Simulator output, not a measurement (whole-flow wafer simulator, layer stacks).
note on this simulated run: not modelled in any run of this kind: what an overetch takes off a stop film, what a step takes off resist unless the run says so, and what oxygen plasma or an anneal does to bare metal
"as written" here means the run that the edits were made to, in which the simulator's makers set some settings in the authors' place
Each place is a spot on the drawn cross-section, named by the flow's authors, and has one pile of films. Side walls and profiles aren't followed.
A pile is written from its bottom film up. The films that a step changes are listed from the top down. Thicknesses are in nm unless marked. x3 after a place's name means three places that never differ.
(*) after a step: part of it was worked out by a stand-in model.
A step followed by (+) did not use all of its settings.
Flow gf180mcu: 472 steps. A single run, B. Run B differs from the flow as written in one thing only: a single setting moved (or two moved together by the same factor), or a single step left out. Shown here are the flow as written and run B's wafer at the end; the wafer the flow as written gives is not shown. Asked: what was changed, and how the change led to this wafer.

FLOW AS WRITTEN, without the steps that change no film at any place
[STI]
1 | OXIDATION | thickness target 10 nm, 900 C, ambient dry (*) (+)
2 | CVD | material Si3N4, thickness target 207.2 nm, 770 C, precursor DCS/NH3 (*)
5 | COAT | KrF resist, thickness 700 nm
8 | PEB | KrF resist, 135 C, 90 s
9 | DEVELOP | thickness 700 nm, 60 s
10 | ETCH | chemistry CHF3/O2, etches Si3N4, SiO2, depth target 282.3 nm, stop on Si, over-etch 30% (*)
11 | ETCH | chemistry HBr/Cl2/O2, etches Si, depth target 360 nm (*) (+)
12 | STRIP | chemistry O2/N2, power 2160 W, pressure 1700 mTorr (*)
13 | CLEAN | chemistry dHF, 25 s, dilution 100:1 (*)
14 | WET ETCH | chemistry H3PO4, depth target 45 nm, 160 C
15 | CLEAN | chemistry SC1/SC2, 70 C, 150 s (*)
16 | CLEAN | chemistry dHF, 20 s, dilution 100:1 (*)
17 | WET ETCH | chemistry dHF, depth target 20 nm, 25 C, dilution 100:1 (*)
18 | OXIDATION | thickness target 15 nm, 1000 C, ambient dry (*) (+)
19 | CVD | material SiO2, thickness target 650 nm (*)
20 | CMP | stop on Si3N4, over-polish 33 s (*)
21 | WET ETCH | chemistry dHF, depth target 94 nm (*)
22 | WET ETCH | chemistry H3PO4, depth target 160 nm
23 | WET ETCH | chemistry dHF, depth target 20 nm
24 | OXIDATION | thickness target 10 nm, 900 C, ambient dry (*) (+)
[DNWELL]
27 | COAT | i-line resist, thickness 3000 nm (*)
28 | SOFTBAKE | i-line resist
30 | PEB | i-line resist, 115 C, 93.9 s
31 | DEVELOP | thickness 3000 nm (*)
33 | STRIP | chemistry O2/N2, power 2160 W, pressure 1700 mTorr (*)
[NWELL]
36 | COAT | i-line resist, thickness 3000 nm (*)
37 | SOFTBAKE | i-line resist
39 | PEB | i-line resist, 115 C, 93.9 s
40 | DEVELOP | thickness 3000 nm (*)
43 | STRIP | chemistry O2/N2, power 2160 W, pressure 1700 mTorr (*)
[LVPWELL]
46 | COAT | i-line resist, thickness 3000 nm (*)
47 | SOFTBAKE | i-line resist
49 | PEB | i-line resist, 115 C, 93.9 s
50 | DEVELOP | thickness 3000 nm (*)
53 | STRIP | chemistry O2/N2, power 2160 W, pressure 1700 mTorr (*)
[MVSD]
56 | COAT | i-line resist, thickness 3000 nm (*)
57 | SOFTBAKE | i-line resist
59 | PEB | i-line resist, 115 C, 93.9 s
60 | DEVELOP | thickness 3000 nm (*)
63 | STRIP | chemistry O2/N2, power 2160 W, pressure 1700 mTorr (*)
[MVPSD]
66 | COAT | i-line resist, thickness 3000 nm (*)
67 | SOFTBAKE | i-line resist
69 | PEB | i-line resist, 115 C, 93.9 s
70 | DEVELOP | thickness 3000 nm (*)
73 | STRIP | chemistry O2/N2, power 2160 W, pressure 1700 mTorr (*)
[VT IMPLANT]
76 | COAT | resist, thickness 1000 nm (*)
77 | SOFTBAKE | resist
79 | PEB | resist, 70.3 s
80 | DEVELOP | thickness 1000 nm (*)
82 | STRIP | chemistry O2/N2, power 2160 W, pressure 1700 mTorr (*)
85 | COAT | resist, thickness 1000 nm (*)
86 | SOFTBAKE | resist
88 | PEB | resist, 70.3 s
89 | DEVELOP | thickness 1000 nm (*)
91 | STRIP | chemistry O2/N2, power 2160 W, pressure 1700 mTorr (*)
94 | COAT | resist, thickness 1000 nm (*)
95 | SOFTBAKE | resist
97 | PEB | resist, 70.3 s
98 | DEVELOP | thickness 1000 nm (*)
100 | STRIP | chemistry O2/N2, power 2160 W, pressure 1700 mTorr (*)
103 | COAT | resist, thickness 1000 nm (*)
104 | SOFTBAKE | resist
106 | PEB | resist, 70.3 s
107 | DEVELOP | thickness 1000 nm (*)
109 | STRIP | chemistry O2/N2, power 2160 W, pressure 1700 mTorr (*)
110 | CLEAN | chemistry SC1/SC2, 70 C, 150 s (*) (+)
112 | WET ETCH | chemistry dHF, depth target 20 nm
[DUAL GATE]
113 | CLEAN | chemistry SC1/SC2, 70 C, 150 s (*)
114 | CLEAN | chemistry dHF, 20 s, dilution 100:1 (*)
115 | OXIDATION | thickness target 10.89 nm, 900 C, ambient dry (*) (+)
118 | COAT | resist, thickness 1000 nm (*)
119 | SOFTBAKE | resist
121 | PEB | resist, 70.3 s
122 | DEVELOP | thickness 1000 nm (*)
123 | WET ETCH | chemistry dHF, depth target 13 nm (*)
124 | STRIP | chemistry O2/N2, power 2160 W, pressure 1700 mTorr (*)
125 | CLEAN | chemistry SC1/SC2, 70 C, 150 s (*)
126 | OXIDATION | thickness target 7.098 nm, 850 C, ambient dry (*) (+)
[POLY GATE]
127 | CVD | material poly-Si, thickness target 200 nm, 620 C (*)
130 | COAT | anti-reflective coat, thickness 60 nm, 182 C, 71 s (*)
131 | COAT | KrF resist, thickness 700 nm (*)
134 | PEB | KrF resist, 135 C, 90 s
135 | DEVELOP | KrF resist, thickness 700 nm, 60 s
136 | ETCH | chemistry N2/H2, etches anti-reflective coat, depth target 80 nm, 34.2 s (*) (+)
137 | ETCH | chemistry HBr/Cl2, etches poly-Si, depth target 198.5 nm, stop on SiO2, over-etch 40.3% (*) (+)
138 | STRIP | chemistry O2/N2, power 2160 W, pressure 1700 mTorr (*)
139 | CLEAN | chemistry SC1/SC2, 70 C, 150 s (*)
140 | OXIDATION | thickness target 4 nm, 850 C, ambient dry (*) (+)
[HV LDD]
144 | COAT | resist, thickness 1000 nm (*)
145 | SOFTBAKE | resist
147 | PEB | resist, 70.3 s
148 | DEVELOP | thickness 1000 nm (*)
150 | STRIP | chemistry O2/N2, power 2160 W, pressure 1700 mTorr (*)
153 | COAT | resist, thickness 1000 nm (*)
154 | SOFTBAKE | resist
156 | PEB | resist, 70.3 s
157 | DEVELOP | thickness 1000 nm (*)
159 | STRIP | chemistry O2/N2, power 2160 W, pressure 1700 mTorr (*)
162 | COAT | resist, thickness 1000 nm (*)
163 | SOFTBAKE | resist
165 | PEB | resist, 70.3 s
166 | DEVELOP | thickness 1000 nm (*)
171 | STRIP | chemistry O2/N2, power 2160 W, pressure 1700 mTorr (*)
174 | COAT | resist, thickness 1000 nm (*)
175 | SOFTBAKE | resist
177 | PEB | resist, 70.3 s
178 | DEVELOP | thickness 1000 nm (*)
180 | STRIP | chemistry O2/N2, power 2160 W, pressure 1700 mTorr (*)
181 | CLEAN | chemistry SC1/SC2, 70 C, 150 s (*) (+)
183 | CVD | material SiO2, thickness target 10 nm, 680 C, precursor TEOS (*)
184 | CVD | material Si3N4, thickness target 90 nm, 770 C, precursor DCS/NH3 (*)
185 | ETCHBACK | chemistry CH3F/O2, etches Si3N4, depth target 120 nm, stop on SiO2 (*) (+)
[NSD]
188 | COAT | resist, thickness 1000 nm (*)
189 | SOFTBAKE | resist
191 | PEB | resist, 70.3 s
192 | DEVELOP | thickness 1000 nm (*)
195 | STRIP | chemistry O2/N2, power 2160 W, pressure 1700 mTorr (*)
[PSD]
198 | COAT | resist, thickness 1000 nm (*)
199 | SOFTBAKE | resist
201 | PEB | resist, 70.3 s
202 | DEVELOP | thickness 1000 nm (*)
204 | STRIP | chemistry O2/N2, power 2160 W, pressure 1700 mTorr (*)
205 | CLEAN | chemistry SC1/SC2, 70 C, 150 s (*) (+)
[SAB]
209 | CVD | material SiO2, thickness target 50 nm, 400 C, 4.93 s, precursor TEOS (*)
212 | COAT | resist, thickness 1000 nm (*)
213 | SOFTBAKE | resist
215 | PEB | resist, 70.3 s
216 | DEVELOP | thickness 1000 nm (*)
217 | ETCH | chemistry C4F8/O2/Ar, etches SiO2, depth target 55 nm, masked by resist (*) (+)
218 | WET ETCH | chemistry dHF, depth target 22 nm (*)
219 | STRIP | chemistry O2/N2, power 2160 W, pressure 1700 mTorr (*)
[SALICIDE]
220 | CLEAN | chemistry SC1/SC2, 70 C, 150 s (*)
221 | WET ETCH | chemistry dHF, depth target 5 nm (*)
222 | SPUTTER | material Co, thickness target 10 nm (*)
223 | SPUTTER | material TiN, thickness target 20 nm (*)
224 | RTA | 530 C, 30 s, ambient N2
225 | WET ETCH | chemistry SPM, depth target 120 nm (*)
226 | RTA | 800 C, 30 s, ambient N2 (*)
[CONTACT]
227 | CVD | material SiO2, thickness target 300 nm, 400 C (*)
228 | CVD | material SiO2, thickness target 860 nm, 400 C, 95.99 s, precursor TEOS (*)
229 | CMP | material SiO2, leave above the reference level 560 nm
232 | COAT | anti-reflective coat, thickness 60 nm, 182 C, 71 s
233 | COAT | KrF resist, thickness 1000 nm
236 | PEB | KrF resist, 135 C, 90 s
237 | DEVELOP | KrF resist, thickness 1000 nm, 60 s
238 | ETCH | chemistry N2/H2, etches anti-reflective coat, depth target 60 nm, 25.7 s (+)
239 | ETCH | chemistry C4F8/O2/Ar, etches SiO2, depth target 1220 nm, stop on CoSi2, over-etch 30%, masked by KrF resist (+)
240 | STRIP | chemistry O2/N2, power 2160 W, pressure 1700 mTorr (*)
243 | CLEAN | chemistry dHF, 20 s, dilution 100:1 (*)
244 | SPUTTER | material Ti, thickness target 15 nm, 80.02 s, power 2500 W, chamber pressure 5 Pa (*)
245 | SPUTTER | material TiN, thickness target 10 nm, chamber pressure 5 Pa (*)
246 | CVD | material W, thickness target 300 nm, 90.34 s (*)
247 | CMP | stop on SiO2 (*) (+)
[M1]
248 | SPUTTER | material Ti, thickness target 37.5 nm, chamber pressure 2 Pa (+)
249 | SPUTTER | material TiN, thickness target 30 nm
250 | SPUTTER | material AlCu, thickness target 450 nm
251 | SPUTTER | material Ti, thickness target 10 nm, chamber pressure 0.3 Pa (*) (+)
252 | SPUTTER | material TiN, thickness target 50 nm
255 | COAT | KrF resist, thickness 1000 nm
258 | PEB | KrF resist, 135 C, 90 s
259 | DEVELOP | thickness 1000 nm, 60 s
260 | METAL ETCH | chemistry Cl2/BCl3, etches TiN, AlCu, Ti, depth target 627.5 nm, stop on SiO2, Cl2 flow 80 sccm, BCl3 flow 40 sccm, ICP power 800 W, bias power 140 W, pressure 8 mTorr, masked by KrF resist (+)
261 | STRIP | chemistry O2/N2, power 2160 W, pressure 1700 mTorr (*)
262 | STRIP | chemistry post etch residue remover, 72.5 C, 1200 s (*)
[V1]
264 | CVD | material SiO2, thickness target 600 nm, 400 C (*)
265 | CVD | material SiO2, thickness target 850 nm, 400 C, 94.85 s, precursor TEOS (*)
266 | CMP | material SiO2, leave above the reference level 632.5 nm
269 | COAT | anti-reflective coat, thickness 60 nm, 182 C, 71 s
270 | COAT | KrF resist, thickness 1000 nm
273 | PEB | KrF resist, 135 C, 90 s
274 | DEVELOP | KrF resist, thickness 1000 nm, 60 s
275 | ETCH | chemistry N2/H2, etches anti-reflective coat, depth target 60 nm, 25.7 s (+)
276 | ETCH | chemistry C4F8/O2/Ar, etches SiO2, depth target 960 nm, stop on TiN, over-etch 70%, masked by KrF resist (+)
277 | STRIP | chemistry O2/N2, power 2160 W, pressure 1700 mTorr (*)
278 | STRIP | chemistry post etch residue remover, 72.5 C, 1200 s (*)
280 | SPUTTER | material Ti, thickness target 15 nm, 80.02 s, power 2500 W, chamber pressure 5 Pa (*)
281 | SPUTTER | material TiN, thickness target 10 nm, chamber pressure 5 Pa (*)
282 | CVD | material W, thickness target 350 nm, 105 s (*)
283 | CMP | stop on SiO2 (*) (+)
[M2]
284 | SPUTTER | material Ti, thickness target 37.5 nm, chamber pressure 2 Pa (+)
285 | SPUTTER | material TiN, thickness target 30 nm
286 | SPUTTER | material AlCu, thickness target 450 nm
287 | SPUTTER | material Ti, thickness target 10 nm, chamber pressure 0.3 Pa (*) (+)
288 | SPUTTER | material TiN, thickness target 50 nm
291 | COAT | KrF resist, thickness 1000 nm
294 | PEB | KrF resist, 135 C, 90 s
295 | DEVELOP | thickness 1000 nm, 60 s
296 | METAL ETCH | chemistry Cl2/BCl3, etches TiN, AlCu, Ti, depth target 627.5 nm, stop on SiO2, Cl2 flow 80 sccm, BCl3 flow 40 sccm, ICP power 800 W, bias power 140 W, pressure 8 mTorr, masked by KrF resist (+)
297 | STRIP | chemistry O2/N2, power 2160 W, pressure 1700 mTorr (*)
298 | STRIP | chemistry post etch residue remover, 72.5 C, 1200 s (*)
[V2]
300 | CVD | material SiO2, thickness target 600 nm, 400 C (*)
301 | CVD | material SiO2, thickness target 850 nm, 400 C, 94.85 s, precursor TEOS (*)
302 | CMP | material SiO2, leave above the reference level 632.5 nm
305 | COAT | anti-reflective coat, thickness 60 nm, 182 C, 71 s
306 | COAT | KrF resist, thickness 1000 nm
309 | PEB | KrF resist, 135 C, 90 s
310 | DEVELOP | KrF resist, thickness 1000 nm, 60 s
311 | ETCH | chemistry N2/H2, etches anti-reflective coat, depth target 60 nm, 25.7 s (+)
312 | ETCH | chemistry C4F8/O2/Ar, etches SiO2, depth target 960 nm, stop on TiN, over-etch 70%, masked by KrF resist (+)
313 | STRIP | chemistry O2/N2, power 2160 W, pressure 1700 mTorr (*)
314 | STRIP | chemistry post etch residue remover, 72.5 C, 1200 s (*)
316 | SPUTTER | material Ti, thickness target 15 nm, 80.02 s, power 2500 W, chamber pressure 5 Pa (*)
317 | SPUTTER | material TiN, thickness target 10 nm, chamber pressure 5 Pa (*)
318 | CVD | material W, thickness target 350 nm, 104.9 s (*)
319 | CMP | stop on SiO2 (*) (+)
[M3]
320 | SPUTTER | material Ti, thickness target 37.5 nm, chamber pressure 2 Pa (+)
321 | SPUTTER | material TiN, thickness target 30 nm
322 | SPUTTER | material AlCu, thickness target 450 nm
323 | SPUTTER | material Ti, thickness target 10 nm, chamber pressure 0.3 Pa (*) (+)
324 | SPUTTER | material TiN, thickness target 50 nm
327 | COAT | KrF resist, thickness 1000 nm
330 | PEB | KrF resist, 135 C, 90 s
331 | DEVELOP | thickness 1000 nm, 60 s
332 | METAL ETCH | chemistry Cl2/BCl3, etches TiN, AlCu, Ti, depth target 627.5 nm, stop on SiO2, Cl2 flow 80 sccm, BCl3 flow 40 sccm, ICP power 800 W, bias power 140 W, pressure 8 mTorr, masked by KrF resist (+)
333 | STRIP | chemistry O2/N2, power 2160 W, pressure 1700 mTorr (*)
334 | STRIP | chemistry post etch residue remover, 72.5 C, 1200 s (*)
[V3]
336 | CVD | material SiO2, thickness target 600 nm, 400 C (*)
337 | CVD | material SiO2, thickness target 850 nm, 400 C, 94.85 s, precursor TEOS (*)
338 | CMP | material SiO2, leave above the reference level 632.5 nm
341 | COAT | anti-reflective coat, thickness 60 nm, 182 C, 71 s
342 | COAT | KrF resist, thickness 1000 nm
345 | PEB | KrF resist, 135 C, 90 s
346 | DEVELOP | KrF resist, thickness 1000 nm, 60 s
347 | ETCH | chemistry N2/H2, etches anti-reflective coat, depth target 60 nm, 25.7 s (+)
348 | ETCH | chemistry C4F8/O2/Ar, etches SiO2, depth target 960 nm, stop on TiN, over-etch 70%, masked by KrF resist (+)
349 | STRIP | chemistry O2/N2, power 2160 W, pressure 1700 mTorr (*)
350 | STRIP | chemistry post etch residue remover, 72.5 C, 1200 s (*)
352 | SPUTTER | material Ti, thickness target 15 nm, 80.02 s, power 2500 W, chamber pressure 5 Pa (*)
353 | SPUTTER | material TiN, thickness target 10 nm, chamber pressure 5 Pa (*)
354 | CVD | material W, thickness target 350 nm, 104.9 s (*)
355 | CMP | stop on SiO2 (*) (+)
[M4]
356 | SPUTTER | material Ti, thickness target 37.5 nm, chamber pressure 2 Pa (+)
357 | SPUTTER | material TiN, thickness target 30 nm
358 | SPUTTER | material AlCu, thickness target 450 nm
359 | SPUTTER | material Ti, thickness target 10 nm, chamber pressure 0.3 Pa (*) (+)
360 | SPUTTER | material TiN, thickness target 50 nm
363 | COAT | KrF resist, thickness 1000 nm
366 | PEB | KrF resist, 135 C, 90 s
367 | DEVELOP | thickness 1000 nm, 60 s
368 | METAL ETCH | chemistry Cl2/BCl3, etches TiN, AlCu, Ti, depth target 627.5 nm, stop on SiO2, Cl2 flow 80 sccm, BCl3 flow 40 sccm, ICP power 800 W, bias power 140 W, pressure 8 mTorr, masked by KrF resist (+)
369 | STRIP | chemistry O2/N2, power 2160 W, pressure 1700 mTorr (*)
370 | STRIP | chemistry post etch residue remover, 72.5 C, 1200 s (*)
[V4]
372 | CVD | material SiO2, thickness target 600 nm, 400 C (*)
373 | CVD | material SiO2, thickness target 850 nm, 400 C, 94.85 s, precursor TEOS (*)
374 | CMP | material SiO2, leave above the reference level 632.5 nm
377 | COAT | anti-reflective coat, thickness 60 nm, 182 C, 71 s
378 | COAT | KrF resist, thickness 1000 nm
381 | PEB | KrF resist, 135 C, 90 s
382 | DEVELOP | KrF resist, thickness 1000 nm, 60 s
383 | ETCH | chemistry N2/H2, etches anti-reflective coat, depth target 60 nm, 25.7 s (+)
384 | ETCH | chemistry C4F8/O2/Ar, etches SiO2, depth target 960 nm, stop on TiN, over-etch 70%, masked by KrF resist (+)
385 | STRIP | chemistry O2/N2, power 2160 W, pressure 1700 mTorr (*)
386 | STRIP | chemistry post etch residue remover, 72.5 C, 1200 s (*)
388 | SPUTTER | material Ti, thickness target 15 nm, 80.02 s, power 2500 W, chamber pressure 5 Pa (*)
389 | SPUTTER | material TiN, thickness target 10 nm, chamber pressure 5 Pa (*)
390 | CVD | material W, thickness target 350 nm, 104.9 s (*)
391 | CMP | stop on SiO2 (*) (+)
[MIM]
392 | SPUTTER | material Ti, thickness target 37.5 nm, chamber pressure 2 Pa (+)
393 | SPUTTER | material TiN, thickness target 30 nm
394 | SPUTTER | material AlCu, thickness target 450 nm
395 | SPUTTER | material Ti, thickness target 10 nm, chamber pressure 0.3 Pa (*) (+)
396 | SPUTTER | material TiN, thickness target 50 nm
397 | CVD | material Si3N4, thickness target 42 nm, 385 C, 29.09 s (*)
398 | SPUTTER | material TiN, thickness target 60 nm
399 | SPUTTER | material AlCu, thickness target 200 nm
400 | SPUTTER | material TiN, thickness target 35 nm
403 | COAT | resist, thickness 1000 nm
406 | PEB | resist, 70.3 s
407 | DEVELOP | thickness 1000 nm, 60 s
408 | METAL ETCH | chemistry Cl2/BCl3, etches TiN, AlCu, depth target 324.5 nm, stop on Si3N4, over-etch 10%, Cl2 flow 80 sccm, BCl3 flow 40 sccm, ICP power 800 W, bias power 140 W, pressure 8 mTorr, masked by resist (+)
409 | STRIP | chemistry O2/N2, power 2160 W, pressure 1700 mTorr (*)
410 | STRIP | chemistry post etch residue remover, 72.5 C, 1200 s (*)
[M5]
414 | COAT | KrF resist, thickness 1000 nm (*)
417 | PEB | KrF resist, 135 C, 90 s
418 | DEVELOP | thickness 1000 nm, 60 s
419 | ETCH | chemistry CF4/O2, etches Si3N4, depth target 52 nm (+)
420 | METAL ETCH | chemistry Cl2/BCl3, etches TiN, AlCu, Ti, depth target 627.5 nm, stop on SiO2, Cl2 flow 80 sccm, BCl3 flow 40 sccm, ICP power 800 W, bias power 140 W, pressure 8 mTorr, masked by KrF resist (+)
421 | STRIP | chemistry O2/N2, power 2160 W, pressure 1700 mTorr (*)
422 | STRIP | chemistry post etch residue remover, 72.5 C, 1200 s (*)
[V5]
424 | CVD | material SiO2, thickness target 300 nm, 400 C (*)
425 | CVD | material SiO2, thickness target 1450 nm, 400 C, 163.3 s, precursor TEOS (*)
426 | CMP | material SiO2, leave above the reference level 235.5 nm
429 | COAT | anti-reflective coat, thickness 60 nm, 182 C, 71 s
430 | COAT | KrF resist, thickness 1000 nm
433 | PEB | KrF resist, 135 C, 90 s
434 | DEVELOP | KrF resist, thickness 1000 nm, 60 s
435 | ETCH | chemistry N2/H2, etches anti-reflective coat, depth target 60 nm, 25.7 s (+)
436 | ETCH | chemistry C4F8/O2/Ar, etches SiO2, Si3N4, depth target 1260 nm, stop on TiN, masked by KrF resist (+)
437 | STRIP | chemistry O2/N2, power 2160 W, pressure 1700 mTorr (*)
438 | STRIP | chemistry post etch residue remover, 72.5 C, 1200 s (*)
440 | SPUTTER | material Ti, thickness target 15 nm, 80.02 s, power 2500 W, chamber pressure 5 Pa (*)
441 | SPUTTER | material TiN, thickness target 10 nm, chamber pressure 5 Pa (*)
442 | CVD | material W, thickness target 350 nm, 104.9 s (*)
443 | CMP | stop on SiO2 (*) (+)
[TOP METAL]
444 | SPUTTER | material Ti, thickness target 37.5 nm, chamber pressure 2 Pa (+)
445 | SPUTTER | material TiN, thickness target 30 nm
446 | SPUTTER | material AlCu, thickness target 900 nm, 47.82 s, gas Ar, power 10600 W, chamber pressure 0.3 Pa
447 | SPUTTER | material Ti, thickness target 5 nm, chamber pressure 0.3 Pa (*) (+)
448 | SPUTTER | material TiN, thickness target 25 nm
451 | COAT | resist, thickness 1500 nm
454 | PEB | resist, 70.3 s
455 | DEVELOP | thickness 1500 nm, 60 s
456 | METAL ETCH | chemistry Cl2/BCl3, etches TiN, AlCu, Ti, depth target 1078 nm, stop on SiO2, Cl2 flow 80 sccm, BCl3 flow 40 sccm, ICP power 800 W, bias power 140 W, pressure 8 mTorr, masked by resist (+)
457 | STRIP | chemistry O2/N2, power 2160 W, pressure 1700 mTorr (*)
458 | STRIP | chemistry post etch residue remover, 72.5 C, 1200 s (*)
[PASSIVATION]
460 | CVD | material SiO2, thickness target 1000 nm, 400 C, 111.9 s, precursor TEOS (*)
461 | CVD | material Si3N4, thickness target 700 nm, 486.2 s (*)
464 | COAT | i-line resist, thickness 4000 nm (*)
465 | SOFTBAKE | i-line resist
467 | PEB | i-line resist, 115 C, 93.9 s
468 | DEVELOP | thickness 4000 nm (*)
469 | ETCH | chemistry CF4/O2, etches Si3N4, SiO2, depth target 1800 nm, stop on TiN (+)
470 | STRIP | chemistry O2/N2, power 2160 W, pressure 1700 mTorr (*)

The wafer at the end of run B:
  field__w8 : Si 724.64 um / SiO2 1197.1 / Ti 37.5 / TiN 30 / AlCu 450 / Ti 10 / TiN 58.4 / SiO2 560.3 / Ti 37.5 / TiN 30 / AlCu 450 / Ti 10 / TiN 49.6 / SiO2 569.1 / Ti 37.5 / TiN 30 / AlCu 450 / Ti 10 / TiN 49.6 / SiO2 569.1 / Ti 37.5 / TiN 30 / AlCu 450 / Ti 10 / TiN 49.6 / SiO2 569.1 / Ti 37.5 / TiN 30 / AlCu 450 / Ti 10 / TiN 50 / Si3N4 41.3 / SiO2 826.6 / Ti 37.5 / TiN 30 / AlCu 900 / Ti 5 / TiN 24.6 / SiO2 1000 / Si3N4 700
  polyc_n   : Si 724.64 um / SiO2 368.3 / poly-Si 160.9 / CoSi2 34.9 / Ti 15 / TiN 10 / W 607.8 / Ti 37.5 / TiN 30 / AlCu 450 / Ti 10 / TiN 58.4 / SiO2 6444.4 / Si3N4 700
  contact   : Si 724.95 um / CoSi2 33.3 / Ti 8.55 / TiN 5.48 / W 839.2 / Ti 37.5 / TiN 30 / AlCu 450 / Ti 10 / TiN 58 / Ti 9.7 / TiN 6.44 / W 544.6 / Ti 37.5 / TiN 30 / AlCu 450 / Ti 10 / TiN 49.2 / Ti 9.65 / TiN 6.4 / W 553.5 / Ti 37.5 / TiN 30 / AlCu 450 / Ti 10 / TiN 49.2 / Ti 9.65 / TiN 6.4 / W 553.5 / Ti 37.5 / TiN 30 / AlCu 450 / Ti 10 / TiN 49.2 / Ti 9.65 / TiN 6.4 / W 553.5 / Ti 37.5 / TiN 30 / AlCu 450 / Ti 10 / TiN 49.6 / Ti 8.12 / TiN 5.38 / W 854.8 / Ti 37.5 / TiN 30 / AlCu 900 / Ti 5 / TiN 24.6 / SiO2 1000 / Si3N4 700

The reason: step 252, SPUTTER: thickness target 58.8 nm was run, whereas the flow has thickness target 50 nm.

The path from the change to this, step by step:
  252 | SPUTTER | material TiN, thickness target 50 nm
      field, field__w1, field__w2 and 108 more: TiN gains 58.8 (new film) (as written it would have been: TiN gains 50 (new film))
  260 | METAL ETCH | chemistry Cl2/BCl3, etches TiN, AlCu, Ti, depth target 627.5 nm, stop on SiO2, Cl2 flow 80 sccm, BCl3 flow 40 sccm, ICP power 800 W, bias power 140 W, pressure 8 mTorr, masked by KrF resist (+)
      field, field__w1, field__w2 and 99 more: TiN loses 58.8 (all of it), Ti loses 10 (all of it), AlCu loses 450 (all of it), TiN loses 30 (all of it), Ti loses 37.5 (all of it) (as written it would have been: TiN loses 50 (all of it), Ti loses 10 (all of it), AlCu loses 450 (all of it), TiN loses 30 (all of it), Ti loses 37.5 (all of it))
